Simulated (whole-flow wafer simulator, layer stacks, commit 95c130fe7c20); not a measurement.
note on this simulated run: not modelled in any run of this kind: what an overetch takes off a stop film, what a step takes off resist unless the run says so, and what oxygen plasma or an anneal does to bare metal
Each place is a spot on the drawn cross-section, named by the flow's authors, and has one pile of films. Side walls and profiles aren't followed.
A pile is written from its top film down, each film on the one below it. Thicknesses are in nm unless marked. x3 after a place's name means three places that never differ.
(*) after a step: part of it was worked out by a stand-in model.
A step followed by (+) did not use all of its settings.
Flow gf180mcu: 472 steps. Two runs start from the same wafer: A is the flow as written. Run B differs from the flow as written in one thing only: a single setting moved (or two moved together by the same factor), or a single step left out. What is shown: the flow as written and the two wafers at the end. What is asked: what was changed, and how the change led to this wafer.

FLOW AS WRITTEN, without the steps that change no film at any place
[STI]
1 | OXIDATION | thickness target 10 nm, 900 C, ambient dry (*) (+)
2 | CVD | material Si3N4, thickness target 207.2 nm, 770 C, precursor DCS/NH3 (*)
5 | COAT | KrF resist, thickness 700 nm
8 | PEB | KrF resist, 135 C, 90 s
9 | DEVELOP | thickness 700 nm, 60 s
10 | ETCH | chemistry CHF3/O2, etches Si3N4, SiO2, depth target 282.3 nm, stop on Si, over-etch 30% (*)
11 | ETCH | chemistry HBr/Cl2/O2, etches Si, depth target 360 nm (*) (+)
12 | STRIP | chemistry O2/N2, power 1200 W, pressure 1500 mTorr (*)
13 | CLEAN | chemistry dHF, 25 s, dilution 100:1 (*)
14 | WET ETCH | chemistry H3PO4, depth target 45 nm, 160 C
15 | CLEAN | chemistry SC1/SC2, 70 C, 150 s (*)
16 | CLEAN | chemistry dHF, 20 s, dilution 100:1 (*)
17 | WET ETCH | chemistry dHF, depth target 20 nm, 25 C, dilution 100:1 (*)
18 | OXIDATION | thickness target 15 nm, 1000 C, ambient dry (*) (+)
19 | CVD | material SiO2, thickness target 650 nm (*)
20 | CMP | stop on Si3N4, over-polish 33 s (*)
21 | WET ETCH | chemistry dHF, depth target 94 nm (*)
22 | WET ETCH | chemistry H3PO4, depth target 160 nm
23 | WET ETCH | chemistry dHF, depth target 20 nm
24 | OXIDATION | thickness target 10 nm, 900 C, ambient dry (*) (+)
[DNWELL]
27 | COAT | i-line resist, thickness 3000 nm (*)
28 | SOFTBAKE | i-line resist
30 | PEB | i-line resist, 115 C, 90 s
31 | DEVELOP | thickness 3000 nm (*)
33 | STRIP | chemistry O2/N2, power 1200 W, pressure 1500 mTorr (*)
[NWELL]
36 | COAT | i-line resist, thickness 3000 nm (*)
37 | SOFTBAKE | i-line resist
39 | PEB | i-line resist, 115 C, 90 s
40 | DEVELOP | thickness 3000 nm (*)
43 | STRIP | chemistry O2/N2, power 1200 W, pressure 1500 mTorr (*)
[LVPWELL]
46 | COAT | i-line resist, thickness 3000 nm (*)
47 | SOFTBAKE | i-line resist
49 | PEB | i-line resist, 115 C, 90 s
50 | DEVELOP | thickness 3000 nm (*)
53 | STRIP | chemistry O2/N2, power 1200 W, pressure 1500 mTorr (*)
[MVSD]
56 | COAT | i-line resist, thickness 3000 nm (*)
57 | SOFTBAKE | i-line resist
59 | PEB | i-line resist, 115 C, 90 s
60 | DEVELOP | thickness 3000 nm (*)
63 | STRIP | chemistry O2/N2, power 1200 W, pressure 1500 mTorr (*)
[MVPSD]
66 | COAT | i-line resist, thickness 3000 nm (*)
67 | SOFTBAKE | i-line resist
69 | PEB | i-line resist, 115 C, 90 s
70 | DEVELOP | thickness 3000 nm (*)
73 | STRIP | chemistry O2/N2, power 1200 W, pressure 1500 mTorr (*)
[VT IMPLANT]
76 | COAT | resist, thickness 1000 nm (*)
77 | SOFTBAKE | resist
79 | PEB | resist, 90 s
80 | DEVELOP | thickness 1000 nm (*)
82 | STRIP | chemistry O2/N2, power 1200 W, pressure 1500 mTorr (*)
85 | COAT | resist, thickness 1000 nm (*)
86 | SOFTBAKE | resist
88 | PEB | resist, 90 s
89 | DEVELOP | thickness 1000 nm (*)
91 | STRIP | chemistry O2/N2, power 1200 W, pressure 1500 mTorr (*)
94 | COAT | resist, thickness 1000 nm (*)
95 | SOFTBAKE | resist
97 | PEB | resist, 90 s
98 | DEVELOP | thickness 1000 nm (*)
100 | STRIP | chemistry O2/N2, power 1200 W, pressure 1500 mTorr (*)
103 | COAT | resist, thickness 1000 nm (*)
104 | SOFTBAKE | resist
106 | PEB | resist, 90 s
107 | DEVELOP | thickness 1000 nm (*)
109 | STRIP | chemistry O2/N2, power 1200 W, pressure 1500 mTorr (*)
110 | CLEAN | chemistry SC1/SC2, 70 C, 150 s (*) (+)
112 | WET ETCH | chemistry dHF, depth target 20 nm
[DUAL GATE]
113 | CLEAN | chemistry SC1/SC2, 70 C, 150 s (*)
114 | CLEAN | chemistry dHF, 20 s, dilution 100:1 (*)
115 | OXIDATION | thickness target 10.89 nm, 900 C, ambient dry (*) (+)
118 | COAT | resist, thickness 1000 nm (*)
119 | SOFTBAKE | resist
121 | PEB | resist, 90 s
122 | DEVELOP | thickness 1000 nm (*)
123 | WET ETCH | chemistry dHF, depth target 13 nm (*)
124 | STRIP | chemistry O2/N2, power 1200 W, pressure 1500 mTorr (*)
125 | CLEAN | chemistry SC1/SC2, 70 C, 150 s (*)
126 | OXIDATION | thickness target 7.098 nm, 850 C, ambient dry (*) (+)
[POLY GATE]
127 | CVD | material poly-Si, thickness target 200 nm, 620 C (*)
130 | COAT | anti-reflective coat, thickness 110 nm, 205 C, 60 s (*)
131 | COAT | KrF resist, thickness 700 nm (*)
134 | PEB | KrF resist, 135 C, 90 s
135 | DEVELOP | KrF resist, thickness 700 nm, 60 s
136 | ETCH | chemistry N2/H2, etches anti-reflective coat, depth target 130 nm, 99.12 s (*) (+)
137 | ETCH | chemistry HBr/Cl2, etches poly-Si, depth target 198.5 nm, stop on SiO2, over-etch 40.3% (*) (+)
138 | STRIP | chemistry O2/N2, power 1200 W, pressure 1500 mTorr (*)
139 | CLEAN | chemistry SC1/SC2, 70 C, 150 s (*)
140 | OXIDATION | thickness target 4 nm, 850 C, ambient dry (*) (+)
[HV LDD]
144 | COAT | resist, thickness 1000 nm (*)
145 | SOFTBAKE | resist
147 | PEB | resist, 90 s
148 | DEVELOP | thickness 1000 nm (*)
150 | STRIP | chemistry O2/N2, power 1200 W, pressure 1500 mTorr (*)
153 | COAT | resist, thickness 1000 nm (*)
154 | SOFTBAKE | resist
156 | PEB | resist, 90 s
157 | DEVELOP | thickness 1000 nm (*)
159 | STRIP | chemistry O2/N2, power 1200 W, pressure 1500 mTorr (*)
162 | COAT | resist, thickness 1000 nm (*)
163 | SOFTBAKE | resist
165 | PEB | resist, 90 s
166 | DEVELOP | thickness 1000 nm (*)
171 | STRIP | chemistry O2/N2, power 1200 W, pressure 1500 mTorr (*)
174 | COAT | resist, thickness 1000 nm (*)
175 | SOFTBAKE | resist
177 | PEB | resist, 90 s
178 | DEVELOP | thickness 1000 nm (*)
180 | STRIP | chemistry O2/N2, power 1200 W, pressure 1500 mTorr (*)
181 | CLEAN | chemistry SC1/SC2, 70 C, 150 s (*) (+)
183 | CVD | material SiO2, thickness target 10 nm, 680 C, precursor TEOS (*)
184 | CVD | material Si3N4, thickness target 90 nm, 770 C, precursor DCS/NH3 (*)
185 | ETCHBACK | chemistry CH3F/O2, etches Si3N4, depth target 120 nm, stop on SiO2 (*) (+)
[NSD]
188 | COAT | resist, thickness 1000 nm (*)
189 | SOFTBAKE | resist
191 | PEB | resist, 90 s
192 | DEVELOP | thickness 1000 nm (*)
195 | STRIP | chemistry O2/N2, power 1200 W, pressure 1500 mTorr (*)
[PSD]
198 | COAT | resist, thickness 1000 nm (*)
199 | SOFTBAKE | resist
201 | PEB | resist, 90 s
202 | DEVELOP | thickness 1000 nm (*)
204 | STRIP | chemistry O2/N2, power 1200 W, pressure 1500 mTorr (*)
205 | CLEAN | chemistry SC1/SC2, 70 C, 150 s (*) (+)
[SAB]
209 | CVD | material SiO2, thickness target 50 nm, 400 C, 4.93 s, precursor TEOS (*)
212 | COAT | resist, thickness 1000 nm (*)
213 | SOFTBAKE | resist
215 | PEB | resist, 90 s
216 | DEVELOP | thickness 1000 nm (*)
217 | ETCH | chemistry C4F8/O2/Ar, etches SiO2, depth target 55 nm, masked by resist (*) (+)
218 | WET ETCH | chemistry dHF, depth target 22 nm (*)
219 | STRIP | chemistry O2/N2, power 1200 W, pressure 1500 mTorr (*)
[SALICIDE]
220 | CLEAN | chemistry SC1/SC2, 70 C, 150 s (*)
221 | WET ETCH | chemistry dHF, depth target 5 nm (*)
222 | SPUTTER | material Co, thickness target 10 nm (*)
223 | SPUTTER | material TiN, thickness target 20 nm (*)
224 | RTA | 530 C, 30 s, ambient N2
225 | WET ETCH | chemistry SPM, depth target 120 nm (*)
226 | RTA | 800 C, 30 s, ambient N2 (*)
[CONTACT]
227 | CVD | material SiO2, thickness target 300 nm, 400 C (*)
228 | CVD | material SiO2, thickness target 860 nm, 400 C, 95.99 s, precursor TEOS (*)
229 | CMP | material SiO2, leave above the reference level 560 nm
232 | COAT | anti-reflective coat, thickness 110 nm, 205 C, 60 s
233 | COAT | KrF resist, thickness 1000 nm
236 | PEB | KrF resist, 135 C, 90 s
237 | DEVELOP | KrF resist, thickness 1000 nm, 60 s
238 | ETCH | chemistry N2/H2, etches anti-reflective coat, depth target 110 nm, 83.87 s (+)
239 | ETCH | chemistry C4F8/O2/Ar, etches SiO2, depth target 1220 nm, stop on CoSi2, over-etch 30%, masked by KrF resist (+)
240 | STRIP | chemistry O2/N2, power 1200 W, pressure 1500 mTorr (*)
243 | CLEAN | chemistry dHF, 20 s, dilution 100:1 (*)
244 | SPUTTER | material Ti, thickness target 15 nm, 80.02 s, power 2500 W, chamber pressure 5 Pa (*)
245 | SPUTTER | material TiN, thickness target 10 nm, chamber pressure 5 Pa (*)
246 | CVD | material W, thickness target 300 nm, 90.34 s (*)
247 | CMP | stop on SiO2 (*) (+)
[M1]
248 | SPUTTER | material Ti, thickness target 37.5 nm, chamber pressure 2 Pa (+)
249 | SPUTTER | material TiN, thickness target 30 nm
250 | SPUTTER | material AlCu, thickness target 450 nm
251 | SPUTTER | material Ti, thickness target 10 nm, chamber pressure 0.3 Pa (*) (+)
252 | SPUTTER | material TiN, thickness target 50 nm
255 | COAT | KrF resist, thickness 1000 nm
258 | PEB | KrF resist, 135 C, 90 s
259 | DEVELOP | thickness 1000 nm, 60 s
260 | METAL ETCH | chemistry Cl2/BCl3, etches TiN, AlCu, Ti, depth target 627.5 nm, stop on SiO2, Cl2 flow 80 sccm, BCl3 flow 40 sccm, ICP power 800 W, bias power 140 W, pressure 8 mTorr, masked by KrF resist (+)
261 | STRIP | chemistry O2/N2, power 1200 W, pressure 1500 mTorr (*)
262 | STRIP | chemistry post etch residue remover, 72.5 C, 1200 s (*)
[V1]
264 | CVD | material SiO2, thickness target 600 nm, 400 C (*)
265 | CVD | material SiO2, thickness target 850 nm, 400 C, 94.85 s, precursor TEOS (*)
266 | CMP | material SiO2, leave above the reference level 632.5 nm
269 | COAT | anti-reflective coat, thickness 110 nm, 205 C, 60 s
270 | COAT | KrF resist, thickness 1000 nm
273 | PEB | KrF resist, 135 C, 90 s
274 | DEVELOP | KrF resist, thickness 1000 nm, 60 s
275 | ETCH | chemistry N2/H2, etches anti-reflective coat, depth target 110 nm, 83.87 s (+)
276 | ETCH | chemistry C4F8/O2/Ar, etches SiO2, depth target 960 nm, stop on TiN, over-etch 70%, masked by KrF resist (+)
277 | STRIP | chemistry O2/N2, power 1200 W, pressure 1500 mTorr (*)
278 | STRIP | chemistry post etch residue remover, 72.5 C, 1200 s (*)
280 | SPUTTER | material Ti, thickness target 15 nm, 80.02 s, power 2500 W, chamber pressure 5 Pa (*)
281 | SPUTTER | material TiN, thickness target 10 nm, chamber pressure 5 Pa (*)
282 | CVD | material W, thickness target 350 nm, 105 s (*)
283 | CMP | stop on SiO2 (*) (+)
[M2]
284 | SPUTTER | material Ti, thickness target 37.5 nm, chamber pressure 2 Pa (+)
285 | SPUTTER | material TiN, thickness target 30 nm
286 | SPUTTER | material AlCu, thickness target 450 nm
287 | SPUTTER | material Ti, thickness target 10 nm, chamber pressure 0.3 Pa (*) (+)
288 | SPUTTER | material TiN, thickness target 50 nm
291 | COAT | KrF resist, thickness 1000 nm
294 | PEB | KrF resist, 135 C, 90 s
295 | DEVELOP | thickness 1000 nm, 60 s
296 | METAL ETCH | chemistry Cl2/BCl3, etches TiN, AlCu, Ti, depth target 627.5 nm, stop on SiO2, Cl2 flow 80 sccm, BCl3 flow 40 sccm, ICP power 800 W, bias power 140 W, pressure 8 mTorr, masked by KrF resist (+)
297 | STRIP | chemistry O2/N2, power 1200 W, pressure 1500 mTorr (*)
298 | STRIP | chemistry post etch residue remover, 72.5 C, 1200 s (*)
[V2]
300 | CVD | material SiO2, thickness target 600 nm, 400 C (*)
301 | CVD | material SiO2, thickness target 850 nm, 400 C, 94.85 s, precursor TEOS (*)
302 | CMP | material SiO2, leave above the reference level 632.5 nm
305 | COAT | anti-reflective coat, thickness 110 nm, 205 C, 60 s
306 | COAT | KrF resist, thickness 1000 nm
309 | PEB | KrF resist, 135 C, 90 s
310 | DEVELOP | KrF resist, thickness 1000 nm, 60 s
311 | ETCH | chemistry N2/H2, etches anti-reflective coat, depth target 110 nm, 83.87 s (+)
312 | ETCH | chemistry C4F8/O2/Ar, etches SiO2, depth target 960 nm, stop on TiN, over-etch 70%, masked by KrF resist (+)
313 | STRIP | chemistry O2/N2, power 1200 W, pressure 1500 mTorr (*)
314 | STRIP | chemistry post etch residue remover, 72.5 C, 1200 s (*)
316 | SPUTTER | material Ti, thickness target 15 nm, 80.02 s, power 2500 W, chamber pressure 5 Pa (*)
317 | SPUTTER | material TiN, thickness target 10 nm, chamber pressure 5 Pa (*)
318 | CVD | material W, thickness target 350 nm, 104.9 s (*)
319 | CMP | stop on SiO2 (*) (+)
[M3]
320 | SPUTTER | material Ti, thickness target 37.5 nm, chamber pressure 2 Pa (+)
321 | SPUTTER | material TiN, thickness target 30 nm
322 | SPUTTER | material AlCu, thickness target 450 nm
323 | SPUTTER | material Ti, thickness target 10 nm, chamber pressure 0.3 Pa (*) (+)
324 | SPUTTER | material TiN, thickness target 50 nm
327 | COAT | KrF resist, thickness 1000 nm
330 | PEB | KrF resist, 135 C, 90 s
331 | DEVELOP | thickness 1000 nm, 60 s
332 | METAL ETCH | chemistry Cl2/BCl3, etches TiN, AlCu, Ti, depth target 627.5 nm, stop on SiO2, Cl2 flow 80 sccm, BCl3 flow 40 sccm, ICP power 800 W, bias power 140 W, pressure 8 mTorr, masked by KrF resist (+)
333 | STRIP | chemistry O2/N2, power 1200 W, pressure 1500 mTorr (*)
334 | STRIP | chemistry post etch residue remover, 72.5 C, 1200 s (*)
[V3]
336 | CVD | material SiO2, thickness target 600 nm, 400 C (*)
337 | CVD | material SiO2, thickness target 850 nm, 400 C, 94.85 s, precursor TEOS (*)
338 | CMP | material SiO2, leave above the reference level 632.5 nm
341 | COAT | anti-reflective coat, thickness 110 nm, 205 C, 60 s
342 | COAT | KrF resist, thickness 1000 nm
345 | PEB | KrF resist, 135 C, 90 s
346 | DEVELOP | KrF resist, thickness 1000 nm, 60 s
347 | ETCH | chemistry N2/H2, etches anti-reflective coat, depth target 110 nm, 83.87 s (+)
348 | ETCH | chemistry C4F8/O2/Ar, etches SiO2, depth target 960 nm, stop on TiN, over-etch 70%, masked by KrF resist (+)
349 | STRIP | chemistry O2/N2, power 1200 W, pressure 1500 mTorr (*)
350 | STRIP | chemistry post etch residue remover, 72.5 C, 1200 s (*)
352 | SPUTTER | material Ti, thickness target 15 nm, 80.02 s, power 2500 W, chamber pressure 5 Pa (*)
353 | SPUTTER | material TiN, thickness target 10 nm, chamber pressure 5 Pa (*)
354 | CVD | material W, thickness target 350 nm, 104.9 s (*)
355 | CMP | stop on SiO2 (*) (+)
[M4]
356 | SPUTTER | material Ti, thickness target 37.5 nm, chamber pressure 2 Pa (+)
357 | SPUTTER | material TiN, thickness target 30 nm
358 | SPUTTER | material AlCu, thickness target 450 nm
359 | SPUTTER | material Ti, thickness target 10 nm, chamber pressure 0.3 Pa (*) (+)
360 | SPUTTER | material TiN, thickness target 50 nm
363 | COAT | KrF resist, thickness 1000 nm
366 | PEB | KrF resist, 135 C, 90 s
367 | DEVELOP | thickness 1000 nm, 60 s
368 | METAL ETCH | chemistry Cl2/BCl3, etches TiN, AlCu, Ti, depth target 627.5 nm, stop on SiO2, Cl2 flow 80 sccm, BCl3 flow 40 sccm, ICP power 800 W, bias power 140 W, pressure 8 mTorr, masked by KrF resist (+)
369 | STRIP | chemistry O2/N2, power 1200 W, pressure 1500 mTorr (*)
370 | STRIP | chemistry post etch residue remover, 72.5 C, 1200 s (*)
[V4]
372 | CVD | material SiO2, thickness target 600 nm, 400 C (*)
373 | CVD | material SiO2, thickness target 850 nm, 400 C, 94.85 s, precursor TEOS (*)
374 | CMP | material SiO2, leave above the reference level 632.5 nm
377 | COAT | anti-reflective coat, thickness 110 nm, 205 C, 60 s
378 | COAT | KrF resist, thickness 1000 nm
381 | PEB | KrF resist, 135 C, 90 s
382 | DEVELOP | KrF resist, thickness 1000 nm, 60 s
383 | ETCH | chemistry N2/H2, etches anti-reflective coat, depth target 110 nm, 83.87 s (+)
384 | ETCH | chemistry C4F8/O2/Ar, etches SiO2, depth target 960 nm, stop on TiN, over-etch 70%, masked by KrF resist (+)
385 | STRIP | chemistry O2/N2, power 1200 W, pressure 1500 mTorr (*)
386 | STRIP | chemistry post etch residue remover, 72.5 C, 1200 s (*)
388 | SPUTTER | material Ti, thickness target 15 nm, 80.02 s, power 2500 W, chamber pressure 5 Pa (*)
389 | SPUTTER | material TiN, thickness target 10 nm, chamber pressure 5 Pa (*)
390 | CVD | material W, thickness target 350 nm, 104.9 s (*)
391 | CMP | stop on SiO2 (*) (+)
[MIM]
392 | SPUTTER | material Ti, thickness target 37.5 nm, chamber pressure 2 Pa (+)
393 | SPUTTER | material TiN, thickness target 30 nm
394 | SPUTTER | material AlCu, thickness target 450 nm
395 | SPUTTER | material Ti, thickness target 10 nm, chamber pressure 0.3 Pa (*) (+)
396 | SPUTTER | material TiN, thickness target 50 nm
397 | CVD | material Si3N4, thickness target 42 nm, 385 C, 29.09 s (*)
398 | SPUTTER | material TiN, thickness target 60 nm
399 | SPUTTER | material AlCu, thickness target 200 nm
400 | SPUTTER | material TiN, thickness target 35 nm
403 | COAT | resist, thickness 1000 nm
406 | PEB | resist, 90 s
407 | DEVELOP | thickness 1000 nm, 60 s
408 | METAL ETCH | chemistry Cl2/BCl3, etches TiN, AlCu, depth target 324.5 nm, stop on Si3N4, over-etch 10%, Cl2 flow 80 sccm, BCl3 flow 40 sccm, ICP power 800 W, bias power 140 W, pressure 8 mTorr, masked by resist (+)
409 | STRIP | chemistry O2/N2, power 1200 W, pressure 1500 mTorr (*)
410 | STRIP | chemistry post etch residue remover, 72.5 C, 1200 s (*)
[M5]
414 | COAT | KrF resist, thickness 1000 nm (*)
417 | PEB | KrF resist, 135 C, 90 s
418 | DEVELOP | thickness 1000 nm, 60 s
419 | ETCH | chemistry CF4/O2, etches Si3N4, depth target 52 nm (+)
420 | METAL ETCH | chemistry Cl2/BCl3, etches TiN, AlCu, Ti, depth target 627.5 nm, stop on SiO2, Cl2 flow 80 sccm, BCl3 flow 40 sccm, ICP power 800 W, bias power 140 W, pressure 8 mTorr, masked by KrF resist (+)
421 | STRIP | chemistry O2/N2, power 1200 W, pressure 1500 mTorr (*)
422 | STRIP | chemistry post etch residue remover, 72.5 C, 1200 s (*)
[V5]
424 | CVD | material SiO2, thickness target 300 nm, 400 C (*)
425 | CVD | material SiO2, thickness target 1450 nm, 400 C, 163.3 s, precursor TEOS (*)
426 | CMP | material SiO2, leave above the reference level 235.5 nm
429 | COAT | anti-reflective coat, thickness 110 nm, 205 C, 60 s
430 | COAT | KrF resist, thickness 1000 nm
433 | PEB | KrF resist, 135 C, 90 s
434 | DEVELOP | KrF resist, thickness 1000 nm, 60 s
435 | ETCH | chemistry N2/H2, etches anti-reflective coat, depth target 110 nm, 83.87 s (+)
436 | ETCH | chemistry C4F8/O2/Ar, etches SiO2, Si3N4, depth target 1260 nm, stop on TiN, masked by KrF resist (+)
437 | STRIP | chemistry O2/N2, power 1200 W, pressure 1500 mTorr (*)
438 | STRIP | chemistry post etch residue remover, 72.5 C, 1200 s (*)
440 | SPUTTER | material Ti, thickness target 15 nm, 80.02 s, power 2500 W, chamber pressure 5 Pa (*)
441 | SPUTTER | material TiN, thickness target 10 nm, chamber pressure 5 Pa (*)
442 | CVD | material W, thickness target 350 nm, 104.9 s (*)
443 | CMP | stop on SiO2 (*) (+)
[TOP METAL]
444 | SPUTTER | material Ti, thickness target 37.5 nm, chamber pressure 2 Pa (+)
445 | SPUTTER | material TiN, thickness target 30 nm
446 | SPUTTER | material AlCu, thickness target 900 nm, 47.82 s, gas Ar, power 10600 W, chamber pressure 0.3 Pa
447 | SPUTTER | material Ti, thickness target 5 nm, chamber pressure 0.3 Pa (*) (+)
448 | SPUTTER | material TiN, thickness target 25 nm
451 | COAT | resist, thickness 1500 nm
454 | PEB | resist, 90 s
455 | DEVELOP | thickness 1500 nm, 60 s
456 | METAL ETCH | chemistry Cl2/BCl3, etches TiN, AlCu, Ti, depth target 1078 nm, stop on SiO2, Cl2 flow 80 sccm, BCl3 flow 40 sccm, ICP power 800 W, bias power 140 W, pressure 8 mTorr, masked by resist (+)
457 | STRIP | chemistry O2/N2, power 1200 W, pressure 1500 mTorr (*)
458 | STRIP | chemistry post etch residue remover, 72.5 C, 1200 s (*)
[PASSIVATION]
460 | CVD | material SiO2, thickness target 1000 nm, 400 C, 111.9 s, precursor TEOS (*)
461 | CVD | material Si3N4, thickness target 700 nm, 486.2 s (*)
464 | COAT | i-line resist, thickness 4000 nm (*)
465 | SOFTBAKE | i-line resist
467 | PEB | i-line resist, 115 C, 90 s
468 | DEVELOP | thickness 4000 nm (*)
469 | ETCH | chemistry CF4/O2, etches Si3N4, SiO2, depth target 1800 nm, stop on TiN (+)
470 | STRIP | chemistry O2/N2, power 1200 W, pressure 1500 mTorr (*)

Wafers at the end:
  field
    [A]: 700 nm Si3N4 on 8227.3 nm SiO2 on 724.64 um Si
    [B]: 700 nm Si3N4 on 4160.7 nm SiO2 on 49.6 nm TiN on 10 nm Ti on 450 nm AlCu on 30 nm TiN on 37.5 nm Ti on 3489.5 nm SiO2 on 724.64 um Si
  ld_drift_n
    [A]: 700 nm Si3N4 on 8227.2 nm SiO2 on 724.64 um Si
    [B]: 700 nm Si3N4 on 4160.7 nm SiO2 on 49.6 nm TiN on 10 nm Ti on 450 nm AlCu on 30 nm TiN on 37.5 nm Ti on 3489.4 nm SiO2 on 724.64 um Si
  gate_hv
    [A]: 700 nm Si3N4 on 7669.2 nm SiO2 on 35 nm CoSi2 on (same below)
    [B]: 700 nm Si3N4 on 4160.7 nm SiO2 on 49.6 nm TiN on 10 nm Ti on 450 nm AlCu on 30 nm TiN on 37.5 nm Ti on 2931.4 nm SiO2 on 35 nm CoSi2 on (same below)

The reason: step 332, METAL ETCH: chemistry Cl2/BCl3, etches TiN, AlCu, Ti, depth target 627.5 nm, stop on SiO2, Cl2 flow 80 sccm, BCl3 flow 40 sccm, ICP power 800 W, bias power 140 W, pressure 8 mTorr, masked by KrF resist (+), was not run.

Step by step, how the change led to this:
  333 | STRIP | chemistry O2/N2, power 1200 W, pressure 1500 mTorr (*)
      field__w8, contact, m1, m1__w1, m1_nw: A KrF resist loses 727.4 (all of it) | B KrF resist loses 978.4 (all of it)
  336 | CVD | material SiO2, thickness target 600 nm, 400 C (*)
      field, field__w1, field__w2 and 103 more: A SiO2 gains 600 | B SiO2 gains 600 (new film)
  338 | CMP | material SiO2, leave above the reference level 632.5 nm
      field, field__w1, field__w2 and 103 more: A SiO2 loses 300 | B SiO2 loses 877.1
If metal films that touch count as one body, field has 1 body; the flow as written gives 0 bodies.
If metal films that touch count as one body, ld_drift_n has 1 body; the flow as written gives 0 bodies.
If metal films that touch count as one body, gate_hv has 2 bodies (between them, from the top down: SiO2 2931.4); the flow as written gives 1 body.
